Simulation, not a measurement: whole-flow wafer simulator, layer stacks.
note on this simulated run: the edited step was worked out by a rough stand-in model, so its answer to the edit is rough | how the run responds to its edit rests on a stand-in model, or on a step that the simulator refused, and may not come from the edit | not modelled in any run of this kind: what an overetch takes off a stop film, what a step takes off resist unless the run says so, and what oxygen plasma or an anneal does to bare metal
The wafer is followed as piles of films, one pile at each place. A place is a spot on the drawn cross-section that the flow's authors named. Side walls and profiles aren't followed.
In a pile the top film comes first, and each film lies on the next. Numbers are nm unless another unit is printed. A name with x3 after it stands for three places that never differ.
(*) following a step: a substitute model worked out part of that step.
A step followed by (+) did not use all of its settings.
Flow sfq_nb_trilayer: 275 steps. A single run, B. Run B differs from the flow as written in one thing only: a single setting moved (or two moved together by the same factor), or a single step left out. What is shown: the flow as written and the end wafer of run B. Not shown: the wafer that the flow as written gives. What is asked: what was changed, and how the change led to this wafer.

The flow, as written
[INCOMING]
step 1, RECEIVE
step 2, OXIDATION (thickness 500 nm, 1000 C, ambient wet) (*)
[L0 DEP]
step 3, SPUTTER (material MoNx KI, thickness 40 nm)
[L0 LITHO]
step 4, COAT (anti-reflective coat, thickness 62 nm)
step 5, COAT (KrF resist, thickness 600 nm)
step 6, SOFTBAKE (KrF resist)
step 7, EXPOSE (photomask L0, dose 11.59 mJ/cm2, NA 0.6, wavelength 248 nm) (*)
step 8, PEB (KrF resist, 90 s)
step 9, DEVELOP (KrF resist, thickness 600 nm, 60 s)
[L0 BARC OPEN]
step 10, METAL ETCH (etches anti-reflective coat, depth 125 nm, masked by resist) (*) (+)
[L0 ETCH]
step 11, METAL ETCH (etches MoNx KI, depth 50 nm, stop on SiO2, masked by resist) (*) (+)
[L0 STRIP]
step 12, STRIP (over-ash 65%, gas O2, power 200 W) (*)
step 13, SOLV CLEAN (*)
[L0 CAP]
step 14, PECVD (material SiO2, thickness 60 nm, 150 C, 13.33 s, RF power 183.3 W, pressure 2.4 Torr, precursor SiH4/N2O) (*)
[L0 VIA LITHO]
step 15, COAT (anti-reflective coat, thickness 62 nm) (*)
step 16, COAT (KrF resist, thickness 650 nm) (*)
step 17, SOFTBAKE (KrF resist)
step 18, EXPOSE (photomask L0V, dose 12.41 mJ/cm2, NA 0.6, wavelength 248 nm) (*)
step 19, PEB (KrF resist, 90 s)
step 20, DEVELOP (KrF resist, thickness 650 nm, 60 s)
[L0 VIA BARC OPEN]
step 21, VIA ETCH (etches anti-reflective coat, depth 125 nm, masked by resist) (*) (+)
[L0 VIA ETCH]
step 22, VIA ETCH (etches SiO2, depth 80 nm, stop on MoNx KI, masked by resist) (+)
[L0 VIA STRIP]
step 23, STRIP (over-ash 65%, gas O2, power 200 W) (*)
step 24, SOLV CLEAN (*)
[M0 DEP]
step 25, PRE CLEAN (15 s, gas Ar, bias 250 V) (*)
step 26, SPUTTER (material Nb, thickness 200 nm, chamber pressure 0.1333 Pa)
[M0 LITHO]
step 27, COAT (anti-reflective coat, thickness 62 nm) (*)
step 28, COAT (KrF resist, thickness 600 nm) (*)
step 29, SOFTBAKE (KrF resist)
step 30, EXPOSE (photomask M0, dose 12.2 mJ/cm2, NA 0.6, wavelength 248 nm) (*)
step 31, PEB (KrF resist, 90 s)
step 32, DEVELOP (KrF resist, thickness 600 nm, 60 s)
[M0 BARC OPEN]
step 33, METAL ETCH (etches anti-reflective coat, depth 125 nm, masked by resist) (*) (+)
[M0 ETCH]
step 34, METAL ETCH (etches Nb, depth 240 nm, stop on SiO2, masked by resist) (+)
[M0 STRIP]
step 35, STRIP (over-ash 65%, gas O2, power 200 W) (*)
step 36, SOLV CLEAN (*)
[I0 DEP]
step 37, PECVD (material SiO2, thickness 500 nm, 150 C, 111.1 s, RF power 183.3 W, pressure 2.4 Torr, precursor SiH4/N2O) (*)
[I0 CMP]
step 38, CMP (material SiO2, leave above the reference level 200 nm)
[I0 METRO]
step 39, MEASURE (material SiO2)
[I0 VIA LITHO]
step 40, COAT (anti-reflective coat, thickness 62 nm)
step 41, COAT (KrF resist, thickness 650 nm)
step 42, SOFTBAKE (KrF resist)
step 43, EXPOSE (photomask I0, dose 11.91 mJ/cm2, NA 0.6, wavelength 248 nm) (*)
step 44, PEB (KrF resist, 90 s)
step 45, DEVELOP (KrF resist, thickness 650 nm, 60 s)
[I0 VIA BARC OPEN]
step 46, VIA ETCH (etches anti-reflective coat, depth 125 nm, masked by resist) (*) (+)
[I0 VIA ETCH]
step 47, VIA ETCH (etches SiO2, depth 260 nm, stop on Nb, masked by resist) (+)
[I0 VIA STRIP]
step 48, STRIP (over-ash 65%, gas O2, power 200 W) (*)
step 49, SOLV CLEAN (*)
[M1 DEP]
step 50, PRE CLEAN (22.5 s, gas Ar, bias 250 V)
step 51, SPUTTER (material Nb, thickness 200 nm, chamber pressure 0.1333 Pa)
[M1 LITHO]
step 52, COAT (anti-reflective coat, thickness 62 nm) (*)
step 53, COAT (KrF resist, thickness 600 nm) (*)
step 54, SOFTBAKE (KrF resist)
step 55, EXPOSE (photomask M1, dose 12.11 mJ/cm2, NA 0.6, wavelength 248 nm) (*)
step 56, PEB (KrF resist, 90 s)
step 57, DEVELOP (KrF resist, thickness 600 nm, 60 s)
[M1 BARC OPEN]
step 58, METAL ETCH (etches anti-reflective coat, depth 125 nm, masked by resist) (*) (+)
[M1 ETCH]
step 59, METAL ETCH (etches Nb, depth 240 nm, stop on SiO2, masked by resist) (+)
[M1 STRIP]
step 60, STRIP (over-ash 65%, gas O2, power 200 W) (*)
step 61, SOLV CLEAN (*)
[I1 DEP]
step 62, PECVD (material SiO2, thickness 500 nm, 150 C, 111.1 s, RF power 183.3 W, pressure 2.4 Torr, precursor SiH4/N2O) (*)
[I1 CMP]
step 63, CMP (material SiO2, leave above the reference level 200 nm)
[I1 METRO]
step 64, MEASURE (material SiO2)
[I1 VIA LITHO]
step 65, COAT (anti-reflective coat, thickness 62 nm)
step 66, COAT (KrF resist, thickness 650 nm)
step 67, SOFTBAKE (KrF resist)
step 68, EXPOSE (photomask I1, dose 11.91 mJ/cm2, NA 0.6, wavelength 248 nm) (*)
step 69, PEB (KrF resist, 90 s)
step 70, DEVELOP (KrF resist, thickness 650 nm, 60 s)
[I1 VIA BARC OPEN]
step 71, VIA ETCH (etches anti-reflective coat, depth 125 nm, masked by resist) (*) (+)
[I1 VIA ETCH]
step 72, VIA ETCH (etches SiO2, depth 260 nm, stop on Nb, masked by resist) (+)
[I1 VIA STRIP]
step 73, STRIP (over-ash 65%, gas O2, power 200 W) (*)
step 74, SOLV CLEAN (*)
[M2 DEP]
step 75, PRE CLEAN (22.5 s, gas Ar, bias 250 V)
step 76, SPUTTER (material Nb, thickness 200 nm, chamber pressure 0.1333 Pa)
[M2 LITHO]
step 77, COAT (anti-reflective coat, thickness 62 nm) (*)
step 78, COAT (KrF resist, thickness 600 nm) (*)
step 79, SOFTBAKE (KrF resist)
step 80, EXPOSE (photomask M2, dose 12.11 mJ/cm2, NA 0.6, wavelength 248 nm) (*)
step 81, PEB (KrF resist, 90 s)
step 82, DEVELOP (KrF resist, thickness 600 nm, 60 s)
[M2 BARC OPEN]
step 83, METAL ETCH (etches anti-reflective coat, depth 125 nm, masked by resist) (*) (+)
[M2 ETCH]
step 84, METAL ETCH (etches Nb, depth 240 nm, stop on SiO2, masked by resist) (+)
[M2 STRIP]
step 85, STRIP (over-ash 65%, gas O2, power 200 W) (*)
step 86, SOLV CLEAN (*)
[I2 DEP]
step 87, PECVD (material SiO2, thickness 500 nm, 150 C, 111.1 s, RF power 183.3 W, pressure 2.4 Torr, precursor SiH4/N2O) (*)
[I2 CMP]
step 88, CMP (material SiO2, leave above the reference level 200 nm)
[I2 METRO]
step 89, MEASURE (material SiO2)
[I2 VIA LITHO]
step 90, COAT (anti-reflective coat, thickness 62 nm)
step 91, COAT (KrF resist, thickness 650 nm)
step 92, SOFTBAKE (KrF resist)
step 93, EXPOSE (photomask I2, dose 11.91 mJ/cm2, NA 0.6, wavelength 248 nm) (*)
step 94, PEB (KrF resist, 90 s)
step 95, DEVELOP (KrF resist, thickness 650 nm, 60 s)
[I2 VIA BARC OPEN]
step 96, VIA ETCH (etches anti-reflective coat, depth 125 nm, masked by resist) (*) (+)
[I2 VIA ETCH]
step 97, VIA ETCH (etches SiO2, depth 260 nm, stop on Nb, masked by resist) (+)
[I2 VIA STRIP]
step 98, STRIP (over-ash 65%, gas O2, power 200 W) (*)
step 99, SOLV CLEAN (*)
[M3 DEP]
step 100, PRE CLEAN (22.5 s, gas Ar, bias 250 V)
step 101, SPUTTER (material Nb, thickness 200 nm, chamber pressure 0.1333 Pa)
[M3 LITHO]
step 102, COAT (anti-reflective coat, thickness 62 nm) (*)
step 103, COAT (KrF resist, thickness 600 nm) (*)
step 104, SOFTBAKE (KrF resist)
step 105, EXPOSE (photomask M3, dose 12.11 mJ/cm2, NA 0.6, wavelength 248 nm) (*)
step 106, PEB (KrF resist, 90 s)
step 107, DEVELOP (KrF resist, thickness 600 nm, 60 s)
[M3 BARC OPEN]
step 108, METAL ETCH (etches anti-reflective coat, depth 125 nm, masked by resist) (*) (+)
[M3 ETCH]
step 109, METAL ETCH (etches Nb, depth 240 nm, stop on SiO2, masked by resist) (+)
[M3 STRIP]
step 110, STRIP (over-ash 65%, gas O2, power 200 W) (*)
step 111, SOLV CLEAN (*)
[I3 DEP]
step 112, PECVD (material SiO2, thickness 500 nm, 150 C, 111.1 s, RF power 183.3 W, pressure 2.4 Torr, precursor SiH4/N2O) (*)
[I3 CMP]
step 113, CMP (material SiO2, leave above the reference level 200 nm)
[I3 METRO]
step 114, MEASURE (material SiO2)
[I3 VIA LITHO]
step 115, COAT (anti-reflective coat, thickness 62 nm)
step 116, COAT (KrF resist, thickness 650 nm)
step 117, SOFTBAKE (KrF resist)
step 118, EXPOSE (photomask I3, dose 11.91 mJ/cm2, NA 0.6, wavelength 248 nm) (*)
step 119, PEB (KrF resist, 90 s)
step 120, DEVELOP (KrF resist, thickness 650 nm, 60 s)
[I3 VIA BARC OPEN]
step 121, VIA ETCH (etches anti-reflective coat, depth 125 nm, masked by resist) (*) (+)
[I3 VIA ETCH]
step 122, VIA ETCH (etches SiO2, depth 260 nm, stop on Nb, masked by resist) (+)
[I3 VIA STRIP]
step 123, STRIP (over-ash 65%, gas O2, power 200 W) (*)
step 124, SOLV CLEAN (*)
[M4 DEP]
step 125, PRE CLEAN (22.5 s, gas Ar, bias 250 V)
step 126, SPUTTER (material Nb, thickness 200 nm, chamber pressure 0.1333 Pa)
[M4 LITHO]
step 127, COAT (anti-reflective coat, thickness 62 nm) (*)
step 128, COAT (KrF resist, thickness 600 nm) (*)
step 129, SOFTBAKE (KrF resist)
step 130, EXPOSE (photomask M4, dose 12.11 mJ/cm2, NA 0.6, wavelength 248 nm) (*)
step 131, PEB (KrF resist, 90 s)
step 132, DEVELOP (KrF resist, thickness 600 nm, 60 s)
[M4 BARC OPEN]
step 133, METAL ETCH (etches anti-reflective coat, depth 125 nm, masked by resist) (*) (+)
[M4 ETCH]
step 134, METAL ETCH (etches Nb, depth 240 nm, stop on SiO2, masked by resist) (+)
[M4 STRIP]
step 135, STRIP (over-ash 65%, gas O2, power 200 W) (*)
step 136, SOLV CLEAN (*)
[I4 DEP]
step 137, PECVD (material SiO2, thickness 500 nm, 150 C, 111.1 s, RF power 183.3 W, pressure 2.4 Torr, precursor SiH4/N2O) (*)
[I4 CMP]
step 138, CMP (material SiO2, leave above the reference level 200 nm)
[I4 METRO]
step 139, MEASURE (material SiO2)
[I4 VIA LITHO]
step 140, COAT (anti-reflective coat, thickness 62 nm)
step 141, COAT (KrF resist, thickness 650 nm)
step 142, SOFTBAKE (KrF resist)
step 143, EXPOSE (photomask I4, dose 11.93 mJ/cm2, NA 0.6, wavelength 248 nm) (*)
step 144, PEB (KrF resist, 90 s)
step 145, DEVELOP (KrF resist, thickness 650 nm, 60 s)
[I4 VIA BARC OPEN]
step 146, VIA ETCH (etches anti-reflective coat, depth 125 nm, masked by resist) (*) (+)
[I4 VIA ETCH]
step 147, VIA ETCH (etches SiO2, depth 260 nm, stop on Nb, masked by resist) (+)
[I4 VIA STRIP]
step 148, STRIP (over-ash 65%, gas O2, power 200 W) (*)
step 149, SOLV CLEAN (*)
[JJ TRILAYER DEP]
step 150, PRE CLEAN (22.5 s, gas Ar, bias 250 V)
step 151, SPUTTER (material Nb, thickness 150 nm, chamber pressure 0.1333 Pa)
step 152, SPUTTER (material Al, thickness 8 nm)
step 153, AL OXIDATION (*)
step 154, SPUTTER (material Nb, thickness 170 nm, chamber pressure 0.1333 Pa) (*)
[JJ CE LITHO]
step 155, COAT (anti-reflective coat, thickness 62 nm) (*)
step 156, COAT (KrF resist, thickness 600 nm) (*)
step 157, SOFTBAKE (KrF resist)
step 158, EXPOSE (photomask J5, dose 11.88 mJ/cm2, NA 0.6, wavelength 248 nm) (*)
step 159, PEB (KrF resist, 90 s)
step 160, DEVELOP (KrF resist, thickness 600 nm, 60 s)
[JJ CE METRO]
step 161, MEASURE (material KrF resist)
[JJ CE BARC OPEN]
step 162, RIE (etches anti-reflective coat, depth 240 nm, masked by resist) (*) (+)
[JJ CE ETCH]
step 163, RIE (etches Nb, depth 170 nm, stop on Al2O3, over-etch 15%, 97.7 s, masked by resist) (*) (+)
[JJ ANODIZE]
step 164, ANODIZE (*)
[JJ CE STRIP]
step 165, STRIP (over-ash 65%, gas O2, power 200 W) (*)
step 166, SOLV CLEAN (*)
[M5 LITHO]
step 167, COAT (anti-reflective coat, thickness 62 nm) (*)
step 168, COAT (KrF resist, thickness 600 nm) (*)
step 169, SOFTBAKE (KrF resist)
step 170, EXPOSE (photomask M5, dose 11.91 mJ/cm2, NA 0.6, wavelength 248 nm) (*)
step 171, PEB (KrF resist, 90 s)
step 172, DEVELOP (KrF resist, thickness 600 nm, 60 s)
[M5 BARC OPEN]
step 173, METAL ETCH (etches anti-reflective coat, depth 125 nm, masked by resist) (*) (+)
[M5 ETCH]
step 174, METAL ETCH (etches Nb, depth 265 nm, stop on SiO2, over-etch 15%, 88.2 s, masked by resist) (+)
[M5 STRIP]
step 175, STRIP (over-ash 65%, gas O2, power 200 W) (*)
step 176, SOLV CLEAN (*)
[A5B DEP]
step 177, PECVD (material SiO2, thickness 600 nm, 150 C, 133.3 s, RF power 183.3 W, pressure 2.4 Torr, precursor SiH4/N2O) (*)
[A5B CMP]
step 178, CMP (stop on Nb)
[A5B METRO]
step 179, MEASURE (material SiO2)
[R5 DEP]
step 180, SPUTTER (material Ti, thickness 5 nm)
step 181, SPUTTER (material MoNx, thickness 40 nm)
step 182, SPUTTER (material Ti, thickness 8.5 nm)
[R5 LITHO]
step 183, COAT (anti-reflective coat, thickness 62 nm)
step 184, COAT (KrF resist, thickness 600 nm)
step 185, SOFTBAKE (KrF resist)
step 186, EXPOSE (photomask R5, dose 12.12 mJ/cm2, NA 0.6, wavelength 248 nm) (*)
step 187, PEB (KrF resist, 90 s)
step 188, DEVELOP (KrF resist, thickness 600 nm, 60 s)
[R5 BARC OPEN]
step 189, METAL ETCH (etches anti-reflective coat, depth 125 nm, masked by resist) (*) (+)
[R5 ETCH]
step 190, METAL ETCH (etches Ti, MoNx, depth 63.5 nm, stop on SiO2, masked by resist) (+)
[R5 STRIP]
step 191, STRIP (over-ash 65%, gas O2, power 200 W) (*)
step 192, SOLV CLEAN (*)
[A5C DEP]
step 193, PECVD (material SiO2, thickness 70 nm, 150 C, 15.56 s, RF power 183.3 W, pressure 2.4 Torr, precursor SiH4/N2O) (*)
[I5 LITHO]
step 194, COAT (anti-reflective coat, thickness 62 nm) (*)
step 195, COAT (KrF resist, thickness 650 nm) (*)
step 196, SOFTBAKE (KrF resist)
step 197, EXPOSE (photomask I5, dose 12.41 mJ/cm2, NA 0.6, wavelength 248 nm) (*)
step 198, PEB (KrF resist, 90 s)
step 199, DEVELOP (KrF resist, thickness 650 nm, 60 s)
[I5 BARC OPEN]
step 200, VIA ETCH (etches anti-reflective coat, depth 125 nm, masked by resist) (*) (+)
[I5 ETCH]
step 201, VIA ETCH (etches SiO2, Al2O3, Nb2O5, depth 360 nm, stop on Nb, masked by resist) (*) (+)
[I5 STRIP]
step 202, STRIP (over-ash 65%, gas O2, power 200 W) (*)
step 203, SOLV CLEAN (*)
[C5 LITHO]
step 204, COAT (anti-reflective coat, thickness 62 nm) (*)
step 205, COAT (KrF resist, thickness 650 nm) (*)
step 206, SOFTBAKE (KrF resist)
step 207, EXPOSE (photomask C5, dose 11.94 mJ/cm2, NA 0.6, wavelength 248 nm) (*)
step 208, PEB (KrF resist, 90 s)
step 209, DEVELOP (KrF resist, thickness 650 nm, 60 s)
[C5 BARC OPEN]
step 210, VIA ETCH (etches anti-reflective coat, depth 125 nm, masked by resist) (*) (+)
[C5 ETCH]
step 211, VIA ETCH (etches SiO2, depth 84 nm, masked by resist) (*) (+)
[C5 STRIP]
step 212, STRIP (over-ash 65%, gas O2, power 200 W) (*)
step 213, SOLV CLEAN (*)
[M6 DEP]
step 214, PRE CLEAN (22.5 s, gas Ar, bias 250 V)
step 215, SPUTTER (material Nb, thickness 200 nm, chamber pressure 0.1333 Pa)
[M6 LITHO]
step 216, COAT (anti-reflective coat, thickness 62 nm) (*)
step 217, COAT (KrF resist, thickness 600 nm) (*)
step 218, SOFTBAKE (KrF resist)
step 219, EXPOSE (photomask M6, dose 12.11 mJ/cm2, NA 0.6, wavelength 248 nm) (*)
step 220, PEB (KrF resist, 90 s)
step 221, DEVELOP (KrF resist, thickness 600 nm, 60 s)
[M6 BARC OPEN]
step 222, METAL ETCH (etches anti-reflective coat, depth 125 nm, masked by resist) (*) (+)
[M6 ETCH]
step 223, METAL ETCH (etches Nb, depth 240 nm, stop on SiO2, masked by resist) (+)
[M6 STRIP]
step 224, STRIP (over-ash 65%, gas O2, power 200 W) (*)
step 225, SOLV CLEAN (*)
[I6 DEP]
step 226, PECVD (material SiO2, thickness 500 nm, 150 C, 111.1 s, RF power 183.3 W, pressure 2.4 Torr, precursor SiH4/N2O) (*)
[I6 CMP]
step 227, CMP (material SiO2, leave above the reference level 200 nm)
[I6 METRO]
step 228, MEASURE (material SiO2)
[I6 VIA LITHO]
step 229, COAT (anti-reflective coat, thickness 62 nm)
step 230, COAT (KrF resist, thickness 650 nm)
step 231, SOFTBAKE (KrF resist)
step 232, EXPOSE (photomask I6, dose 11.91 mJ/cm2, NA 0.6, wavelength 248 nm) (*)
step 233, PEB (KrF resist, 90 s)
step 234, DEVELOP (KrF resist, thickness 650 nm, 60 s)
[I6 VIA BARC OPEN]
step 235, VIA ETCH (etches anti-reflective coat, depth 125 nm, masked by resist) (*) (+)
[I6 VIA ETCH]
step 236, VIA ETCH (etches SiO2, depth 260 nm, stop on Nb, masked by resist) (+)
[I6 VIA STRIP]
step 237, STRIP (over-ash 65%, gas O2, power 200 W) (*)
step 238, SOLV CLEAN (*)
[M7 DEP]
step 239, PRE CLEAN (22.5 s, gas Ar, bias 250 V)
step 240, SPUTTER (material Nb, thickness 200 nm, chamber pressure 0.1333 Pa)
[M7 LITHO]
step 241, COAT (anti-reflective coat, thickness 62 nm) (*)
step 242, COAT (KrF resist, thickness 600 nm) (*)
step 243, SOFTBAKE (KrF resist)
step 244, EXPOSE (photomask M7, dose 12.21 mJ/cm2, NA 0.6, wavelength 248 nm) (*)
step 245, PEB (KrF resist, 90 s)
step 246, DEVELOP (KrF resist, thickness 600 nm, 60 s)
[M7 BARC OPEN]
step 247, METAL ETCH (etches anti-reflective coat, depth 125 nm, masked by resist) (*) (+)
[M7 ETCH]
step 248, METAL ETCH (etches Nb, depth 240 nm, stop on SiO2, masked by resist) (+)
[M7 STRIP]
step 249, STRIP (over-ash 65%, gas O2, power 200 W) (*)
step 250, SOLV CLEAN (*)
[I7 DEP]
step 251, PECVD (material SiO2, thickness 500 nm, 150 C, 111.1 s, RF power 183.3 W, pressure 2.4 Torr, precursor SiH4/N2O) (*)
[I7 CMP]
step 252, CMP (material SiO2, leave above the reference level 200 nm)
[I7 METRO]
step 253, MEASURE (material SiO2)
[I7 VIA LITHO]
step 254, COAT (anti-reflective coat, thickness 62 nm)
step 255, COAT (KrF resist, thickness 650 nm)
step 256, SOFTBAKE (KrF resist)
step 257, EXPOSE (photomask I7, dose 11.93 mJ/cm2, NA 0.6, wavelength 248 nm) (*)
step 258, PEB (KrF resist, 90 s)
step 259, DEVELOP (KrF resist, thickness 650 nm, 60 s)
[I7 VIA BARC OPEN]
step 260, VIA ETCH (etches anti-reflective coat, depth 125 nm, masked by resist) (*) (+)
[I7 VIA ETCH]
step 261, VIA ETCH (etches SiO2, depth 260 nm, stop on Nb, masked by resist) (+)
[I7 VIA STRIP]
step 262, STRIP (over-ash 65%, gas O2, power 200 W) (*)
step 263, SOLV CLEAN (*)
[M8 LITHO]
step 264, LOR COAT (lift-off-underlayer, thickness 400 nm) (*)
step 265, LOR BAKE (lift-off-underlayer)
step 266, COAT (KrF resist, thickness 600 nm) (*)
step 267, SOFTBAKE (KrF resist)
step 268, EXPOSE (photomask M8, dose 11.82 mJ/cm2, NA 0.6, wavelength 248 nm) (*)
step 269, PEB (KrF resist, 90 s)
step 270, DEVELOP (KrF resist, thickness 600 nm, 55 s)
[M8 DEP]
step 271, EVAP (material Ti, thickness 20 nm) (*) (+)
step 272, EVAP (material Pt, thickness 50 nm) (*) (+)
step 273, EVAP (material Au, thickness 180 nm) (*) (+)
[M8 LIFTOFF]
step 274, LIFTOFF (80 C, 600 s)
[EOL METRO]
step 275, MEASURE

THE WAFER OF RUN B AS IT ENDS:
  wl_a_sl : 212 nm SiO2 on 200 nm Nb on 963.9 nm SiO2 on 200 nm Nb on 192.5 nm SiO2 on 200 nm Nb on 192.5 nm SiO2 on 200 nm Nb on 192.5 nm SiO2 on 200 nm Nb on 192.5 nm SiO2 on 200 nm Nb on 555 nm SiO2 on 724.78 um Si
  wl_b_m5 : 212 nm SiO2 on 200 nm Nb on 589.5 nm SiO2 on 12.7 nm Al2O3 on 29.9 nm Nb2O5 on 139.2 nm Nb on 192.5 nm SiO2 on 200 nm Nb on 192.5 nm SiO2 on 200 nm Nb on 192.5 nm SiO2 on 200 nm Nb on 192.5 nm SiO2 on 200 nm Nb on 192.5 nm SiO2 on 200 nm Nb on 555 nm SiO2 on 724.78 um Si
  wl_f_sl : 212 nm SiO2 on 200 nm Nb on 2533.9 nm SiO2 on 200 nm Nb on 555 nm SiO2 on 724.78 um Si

Cause: step 226, PECVD: thickness 388 nm was run, while the flow as written has thickness 500 nm; step 226, PECVD: 86.11 s was run, where the flow has 111.1 s.

How this came from the change, step by step:
  step 226, PECVD (material SiO2, thickness 500 nm, 150 C, 111.1 s, RF power 183.3 W, pressure 2.4 Torr, precursor SiH4/N2O) (*)
      field_l, p4_fl, p4_fm and 62 more: SiO2 gains 388 (as written it would have been: SiO2 gains 500)
      v_sur, via_wl, via_w and 21 more: SiO2 gains 388 (new film) (as written it would have been: SiO2 gains 500 (new film))
      (and at 17 other places as well)
  step 227, CMP (material SiO2, leave above the reference level 200 nm)
      field_l, p4_fl, p4_fm and 59 more: nothing (as written it would have been: SiO2 loses 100)
      moat, field_r, lsp_l, ln_m5, lsp_m: nothing (as written it would have been: SiO2 loses 93.6)
      (and at 39 other places as well)
  step 229, COAT (anti-reflective coat, thickness 62 nm)
      field_l, wl_a_sr, m0r_space_l, m0r_space_r, m7r_space_l, m7r_space_r: anti-reflective coat gains 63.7 (new film) (as written it would have been: anti-reflective coat gains 62 (new film))
      r5r_space_c, m6r_space_l, m6r_space_r, m8r_pad_l, m8r_pad_r: anti-reflective coat gains 65.7 (new film) (as written it would have been: anti-reflective coat gains 62 (new film))
      (and at 29 other places as well)
  step 230, COAT (KrF resist, thickness 650 nm)
      be: KrF resist gains 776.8 (new film) (as written it would have been: KrF resist gains 650 (new film))
      be_sur: KrF resist gains 636 (new film) (as written it would have been: KrF resist gains 650 (new film))
  step 235, VIA ETCH (etches anti-reflective coat, depth 125 nm, masked by resist) (*) (+)
      field_l, v_sur, via_wl and 102 more: KrF resist loses 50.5 (as written it would have been: KrF resist loses 51.7)
      via_v: anti-reflective coat loses 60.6 (all of it), SiO2 loses 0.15 (as written it would have been: anti-reflective coat loses 62 (all of it), SiO2 loses 0.16)
  step 237, STRIP (over-ash 65%, gas O2, power 200 W) (*)
      m0r_space_l, m0r_space_r, m7r_space_l, m7r_space_r: KrF resist loses 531 (all of it), anti-reflective coat loses 63.7 (all of it) (as written it would have been: KrF resist loses 528.6 (all of it), anti-reflective coat loses 62 (all of it))
      wl_c_sl, wl_c_sr, wl_f_sl: KrF resist loses 530.6 (all of it), anti-reflective coat loses 63.6 (all of it) (as written it would have been: KrF resist loses 528.6 (all of it), anti-reflective coat loses 62 (all of it))
      (and at 32 other places as well)
  step 240, SPUTTER (material Nb, thickness 200 nm, chamber pressure 0.1333 Pa)
      be: Nb gains 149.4 (new film) (as written it would have been: Nb gains 200 (new film))
  step 241, COAT (anti-reflective coat, thickness 62 nm) (*)
      wl_c_sr, wl_f_sl, wl_f_sr, m0r_space_l, m0r_space_r, m7r_space_l, m7r_space_r: anti-reflective coat gains 63.5 (new film) (as written it would have been: anti-reflective coat gains 62 (new film))
      m6r_space_l, m6r_space_r, m8r_pad_l, m8r_pad_r: anti-reflective coat gains 65.2 (new film) (as written it would have been: anti-reflective coat gains 62 (new film))
      (and at 27 other places as well)
  step 242, COAT (KrF resist, thickness 600 nm) (*)
      wire: KrF resist gains 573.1 (new film) (as written it would have been: KrF resist gains 591.7 (new film))
      be: KrF resist gains 730.5 (new film) (as written it would have been: KrF resist gains 592.4 (new film))
      (and at 1 other place as well)
  step 247, METAL ETCH (etches anti-reflective coat, depth 125 nm, masked by resist) (*) (+)
      wl_c_sr, m0r_space_l, m0r_space_r, m7r_space_l, m7r_space_r: anti-reflective coat loses 63.5 (all of it) (as written it would have been: anti-reflective coat loses 62 (all of it))
      m6r_space_l, m6r_space_r, m8r_pad_l, m8r_pad_r: anti-reflective coat loses 65.2 (all of it) (as written it would have been: anti-reflective coat loses 62 (all of it))
      (and at 11 other places as well)
  step 249, STRIP (over-ash 65%, gas O2, power 200 W) (*)
      v_sur: KrF resist loses 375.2 (all of it), anti-reflective coat loses 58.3 (all of it) (as written it would have been: KrF resist loses 379.9 (all of it), anti-reflective coat loses 61.4 (all of it))
      wire: KrF resist loses 355.4 (all of it), anti-reflective coat loses 45.8 (all of it) (as written it would have been: KrF resist loses 374.1 (all of it), anti-reflective coat loses 50.3 (all of it))
      (and at 18 other places as well)
  step 251, PECVD (material SiO2, thickness 500 nm, 150 C, 111.1 s, RF power 183.3 W, pressure 2.4 Torr, precursor SiH4/N2O) (*)
      be: SiO2 gains 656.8 (new film) (as written it would have been: SiO2 gains 500 (new film))
  step 252, CMP (material SiO2, leave above the reference level 200 nm)
      field_l, p4_fl, p4_fm and 48 more: SiO2 loses 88 (as written it would have been: SiO2 loses 100)
      wl_a_sl, wl_a_sr, wl_b_sl and 9 more: SiO2 loses 288 (as written it would have been: SiO2 loses 300)
      (and at 12 other places as well)
